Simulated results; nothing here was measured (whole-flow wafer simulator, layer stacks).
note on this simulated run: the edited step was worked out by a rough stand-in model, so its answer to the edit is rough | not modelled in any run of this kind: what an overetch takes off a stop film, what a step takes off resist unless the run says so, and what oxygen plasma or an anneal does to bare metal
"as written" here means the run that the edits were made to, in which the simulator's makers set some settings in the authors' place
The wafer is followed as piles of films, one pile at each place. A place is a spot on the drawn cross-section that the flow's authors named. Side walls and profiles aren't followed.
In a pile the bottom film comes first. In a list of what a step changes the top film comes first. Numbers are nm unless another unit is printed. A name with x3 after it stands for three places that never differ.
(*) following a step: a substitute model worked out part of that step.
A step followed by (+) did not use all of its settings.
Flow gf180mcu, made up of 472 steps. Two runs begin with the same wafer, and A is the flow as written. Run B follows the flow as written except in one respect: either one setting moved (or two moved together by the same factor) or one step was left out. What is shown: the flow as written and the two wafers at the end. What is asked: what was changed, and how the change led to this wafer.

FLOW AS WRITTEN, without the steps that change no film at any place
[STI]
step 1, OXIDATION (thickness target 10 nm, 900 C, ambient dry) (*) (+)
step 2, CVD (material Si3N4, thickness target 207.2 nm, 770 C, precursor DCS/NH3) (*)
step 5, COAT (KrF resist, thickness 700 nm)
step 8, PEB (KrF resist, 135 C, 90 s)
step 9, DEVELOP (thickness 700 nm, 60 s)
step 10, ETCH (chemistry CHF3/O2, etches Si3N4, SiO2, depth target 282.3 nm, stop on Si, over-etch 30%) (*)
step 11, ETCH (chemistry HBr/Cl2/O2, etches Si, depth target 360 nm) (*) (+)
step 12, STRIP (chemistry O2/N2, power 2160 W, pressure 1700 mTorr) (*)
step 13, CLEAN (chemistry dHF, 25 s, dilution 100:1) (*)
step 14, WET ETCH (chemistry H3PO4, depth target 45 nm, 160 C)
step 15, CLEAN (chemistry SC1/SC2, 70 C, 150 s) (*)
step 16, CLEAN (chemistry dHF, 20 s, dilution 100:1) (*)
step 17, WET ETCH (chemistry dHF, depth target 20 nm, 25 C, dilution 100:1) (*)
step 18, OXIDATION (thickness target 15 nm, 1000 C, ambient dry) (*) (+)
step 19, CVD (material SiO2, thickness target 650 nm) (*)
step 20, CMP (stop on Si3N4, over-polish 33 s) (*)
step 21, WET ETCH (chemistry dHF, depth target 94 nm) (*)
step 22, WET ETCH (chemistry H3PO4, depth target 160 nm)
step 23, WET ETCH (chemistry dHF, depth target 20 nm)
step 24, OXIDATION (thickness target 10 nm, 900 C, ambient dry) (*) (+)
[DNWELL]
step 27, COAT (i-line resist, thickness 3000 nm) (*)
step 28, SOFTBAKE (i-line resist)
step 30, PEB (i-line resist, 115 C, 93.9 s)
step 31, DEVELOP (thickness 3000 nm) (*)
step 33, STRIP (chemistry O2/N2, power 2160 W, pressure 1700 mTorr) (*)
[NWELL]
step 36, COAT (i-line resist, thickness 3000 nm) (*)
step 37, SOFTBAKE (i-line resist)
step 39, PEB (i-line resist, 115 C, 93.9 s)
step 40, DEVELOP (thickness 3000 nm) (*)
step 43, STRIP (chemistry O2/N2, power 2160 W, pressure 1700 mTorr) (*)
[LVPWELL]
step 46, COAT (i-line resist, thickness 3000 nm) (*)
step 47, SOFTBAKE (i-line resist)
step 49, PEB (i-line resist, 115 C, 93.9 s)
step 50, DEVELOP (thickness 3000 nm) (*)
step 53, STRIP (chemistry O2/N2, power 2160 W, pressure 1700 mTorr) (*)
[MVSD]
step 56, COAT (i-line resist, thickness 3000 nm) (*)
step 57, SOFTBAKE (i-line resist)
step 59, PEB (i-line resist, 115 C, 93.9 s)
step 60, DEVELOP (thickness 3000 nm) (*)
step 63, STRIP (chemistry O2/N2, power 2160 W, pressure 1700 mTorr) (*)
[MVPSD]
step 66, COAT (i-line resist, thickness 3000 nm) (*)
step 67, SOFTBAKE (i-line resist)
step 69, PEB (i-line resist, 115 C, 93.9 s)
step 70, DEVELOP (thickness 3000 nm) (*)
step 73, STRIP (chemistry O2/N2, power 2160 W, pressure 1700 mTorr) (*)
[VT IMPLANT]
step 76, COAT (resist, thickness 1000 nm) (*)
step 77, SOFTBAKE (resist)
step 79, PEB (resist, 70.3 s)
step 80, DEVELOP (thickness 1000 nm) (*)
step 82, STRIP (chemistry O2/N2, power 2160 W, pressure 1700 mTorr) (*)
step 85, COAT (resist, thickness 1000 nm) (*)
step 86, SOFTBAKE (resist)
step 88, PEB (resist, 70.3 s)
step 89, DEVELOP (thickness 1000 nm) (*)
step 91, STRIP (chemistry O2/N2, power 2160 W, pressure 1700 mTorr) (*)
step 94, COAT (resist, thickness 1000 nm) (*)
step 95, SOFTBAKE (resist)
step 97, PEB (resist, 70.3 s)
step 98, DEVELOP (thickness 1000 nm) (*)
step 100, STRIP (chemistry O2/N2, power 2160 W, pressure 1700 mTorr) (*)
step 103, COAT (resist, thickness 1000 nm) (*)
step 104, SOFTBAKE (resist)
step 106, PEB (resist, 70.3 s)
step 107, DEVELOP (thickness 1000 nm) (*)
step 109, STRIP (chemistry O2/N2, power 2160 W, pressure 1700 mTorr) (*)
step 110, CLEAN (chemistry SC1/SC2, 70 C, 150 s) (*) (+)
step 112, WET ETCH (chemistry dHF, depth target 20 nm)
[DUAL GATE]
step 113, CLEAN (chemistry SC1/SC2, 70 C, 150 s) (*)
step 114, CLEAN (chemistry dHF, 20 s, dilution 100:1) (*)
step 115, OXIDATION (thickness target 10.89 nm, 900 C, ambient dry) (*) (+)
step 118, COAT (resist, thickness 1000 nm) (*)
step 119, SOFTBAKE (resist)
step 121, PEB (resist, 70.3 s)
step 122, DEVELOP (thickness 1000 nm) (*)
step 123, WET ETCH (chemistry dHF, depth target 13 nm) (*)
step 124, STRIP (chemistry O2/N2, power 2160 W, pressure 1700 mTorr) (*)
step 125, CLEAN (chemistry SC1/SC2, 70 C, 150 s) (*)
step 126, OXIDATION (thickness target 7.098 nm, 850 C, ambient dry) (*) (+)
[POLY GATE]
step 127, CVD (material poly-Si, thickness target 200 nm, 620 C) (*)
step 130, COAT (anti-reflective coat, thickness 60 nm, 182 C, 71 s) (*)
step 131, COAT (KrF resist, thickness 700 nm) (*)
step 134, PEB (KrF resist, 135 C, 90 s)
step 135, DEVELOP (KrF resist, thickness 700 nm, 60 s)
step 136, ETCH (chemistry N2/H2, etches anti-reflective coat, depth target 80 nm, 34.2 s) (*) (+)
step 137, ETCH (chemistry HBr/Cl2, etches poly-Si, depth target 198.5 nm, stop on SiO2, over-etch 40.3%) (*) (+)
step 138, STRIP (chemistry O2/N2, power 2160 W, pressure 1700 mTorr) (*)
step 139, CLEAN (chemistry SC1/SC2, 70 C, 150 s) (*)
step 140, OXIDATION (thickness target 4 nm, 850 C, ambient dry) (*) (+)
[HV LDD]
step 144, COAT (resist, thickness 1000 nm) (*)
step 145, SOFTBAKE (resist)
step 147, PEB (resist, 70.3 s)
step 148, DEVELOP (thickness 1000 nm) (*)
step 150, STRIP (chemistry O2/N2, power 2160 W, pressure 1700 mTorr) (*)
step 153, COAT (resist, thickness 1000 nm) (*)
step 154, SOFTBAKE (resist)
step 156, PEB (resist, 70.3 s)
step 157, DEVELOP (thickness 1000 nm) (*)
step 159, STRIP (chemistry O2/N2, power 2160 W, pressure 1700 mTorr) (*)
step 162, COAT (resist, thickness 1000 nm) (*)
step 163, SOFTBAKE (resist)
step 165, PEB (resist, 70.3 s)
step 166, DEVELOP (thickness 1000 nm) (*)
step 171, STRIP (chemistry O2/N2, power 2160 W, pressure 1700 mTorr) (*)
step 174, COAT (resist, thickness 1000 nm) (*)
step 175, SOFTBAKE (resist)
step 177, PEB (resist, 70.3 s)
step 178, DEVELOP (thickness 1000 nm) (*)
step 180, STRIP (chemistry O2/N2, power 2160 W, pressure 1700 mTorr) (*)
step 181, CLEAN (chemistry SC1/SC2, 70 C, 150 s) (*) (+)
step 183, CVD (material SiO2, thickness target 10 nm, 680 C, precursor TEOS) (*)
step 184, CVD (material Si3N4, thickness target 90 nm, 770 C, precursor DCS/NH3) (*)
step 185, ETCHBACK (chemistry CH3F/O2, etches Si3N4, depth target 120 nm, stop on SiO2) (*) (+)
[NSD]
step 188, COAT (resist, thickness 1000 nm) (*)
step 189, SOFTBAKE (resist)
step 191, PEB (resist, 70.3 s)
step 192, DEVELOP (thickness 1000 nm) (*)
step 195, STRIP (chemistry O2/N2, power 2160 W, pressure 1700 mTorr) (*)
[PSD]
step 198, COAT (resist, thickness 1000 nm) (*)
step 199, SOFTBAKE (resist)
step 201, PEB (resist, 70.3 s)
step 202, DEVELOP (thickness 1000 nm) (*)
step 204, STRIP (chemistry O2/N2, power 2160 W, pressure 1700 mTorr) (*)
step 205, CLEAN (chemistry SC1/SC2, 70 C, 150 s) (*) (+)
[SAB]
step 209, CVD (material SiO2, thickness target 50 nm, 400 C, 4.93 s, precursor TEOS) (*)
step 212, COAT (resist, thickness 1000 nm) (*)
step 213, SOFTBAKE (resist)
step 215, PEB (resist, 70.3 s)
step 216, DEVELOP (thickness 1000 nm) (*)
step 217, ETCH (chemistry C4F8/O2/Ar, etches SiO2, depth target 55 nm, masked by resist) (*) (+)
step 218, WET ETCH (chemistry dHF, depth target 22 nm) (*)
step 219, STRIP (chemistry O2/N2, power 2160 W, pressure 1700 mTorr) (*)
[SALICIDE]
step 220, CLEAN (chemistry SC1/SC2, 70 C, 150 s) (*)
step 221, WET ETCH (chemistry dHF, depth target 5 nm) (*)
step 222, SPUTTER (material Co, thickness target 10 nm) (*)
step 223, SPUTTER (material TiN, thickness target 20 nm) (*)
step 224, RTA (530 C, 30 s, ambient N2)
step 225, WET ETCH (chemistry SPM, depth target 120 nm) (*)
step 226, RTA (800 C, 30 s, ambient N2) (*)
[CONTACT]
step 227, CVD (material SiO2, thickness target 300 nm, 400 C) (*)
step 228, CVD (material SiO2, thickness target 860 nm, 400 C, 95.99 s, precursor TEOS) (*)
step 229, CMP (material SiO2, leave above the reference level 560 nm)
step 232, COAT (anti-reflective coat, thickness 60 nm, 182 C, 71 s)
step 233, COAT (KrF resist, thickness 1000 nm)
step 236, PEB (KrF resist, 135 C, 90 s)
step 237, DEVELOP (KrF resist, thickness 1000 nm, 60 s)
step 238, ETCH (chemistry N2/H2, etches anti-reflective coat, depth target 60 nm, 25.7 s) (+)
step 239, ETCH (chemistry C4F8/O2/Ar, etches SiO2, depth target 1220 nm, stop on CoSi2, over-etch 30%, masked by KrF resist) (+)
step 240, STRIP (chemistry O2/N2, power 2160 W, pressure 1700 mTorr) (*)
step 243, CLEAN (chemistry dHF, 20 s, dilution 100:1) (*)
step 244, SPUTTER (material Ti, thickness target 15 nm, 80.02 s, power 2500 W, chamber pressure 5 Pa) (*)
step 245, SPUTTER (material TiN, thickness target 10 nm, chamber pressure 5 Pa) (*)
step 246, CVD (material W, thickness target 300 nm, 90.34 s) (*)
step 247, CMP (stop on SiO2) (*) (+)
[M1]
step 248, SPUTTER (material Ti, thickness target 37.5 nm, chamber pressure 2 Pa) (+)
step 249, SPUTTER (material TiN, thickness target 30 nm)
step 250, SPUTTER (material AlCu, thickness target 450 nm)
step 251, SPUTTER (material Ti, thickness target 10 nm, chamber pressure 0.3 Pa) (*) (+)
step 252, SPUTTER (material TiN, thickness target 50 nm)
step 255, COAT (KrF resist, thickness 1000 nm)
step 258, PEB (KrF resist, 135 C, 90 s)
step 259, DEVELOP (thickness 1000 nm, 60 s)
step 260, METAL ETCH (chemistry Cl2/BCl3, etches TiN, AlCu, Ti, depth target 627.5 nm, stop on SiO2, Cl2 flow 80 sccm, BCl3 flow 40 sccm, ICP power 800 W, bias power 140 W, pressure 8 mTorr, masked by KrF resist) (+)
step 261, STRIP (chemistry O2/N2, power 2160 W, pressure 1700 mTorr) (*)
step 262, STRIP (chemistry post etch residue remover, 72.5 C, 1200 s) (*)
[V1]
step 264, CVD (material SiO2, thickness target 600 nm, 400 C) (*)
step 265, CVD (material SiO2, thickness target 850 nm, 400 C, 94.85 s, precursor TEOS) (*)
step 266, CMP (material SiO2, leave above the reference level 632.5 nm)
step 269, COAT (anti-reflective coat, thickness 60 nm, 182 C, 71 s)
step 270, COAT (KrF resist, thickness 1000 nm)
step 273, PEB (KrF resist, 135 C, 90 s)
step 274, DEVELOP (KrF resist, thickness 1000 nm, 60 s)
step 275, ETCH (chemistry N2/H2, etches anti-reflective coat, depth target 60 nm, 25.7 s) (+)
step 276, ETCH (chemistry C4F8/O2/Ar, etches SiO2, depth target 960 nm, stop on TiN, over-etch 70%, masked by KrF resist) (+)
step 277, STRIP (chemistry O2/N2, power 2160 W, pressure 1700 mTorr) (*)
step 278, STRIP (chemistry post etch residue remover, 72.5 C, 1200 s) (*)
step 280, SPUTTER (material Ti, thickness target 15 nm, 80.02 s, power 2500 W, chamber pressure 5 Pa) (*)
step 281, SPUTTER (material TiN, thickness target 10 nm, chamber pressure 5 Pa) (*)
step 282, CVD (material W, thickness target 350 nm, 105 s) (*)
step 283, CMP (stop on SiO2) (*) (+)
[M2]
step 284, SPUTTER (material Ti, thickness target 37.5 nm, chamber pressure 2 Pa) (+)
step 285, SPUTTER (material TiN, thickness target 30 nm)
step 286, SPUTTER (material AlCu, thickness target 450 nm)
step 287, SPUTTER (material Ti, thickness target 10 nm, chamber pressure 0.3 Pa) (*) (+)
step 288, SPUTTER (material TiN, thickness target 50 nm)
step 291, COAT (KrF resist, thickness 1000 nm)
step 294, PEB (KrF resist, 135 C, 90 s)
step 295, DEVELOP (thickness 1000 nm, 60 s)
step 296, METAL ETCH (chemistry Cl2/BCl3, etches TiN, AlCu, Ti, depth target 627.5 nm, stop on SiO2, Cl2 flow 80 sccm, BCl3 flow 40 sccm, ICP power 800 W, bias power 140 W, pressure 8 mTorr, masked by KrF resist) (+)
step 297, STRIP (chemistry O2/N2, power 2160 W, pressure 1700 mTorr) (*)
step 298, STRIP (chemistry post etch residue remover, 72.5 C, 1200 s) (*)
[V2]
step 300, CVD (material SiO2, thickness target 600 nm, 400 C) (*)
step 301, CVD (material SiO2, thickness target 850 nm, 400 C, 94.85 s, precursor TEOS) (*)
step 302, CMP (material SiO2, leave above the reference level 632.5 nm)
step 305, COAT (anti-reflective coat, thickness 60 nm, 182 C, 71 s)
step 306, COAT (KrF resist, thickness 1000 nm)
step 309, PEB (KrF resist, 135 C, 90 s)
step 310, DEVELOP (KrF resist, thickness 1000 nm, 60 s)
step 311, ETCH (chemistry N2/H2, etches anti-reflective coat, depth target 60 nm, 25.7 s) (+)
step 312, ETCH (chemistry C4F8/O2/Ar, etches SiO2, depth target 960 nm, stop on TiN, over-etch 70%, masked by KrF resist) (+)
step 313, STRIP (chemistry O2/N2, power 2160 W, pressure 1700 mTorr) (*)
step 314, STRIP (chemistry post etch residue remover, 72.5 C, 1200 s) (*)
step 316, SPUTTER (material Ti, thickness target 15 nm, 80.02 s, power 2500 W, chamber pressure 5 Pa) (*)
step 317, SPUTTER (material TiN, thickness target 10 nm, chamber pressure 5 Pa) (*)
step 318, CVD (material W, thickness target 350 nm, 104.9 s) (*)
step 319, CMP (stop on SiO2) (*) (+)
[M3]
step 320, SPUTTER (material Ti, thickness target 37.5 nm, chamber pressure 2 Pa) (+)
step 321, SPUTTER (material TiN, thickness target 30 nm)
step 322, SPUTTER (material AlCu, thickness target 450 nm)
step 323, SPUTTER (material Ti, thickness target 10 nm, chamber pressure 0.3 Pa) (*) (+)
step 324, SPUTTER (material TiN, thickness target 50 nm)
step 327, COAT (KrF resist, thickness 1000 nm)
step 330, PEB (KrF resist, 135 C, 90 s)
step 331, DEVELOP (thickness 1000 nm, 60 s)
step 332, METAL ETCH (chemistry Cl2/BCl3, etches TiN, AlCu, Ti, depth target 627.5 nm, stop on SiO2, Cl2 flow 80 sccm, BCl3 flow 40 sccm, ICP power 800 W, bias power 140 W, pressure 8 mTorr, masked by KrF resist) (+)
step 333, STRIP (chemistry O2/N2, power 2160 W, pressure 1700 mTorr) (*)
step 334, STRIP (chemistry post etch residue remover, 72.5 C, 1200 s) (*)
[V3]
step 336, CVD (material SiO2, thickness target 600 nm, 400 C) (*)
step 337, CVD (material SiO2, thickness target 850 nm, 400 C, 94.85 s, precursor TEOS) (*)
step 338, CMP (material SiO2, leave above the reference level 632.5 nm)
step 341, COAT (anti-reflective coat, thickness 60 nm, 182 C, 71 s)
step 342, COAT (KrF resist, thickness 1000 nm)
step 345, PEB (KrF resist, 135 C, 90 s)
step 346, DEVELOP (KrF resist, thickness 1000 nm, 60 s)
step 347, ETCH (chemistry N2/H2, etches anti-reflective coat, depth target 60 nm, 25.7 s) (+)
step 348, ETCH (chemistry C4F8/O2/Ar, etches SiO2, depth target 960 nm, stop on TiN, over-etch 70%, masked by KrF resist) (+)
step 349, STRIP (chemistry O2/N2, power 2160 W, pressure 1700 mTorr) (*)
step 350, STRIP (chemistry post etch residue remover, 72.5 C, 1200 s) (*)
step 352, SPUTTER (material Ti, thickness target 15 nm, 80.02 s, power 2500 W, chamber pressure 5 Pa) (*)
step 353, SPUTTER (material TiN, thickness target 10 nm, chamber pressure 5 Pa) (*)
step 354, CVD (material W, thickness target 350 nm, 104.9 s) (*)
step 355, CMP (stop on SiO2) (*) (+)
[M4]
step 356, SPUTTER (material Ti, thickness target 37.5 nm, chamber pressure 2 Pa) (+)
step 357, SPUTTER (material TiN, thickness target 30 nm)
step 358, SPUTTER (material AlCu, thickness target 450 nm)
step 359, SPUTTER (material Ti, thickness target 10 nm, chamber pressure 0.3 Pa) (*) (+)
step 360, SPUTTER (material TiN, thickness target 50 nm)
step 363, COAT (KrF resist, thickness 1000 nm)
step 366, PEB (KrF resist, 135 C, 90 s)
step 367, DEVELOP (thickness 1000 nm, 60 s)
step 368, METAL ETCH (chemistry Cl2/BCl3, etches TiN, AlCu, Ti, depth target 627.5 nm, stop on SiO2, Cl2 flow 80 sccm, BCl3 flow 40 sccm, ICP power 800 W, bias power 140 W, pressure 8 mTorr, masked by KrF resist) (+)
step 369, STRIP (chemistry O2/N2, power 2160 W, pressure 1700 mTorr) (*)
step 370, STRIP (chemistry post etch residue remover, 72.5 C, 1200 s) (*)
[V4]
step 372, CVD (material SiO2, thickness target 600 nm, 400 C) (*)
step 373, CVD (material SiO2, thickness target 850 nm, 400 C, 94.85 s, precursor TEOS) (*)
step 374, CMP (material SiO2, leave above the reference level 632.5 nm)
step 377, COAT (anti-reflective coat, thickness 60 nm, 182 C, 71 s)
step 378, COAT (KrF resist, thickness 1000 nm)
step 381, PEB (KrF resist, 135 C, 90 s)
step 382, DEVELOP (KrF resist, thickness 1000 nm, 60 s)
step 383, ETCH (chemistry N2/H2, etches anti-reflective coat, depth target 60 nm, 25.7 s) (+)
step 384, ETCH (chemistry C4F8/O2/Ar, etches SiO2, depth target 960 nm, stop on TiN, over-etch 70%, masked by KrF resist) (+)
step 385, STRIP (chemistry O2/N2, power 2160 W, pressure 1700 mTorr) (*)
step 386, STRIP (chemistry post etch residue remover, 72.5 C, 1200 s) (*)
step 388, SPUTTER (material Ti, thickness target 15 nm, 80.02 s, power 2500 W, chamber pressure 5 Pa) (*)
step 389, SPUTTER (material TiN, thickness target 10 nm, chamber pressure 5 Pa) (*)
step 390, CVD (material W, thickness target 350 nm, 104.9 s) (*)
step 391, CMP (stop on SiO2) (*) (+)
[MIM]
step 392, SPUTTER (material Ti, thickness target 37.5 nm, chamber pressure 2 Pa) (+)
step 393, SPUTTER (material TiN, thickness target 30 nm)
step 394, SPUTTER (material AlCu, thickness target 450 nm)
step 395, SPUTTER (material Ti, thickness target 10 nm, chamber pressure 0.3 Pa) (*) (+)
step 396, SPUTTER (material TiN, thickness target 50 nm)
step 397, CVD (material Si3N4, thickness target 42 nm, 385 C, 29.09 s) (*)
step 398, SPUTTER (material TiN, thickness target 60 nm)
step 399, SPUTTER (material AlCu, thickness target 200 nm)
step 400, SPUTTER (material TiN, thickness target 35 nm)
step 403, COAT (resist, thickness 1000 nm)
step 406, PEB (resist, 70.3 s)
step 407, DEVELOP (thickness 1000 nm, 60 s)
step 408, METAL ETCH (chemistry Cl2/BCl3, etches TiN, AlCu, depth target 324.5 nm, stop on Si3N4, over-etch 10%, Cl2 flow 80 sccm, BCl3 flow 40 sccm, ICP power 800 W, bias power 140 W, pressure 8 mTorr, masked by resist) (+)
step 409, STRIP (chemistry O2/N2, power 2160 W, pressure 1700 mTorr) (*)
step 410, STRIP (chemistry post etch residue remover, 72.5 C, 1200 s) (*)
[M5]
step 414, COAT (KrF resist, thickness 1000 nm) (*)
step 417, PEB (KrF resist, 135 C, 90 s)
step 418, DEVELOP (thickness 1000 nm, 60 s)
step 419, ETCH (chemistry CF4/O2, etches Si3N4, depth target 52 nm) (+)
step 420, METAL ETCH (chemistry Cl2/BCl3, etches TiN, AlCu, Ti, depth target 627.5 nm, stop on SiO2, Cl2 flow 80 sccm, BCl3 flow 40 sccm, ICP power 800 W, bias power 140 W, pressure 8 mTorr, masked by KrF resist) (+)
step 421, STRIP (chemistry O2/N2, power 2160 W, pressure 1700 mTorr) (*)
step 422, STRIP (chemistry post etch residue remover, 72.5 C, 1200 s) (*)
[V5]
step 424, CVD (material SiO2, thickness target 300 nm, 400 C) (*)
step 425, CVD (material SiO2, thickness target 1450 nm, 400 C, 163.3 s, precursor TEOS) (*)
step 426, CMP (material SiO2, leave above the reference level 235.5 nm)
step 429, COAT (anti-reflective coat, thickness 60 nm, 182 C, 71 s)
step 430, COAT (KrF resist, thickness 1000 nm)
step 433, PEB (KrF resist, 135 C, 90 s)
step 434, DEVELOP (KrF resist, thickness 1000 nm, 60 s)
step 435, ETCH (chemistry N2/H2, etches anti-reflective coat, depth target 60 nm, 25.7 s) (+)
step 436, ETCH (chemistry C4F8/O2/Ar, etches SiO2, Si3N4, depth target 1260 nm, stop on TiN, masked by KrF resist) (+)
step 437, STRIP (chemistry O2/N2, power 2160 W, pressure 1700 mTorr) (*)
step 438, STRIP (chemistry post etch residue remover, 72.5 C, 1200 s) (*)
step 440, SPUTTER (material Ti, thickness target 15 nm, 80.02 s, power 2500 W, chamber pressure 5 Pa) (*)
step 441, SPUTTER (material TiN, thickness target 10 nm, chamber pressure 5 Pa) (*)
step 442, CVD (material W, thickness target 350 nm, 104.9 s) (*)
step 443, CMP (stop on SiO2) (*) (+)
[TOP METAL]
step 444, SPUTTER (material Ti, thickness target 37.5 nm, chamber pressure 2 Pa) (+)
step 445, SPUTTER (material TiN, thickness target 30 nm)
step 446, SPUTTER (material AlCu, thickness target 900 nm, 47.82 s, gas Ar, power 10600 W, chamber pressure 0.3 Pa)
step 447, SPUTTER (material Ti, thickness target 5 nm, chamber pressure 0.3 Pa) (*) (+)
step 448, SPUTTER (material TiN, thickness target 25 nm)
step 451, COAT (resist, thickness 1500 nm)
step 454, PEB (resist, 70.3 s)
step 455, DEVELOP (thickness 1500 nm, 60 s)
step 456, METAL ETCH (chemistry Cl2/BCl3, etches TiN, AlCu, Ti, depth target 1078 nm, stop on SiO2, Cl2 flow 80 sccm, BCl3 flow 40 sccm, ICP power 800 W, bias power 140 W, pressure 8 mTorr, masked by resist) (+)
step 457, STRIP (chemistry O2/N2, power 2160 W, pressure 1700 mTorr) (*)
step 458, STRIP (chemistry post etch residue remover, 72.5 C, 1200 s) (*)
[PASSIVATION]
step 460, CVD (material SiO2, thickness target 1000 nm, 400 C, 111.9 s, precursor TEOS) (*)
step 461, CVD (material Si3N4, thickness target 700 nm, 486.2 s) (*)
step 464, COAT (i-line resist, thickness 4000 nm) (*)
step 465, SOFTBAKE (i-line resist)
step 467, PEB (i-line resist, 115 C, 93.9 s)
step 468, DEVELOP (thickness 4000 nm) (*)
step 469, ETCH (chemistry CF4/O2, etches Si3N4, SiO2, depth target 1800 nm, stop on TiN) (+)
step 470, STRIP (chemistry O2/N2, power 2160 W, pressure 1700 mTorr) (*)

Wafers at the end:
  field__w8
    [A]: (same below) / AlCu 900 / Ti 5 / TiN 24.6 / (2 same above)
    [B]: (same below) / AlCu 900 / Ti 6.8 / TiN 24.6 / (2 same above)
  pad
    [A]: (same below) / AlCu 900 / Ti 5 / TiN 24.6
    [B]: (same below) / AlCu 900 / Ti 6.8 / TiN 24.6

What caused this: step 447, SPUTTER: thickness target 6.8 nm was run, whereas the flow has thickness target 5 nm.
The wafer lets one read it off: field__w8 has Ti 6.8, and step 447 as written asks for 5 nm.

Step by step, how the change led to this:
  step 447, SPUTTER (material Ti, thickness target 5 nm, chamber pressure 0.3 Pa) (*) (+)
      field, field__w1, field__w2 and 109 more: A +5 Ti (new film) | B +6.8 Ti (new film)
  step 456, METAL ETCH (chemistry Cl2/BCl3, etches TiN, AlCu, Ti, depth target 1078 nm, stop on SiO2, Cl2 flow 80 sccm, BCl3 flow 40 sccm, ICP power 800 W, bias power 140 W, pressure 8 mTorr, masked by resist) (+)
      field, field__w1, field__w2 and 103 more: A -25 TiN (all of it), -5 Ti (all of it), -900 AlCu (all of it), -30 TiN (all of it), -37.5 Ti (all of it) | B -25 TiN (all of it), -6.8 Ti (all of it), -900 AlCu (all of it), -30 TiN (all of it), -37.5 Ti (all of it)
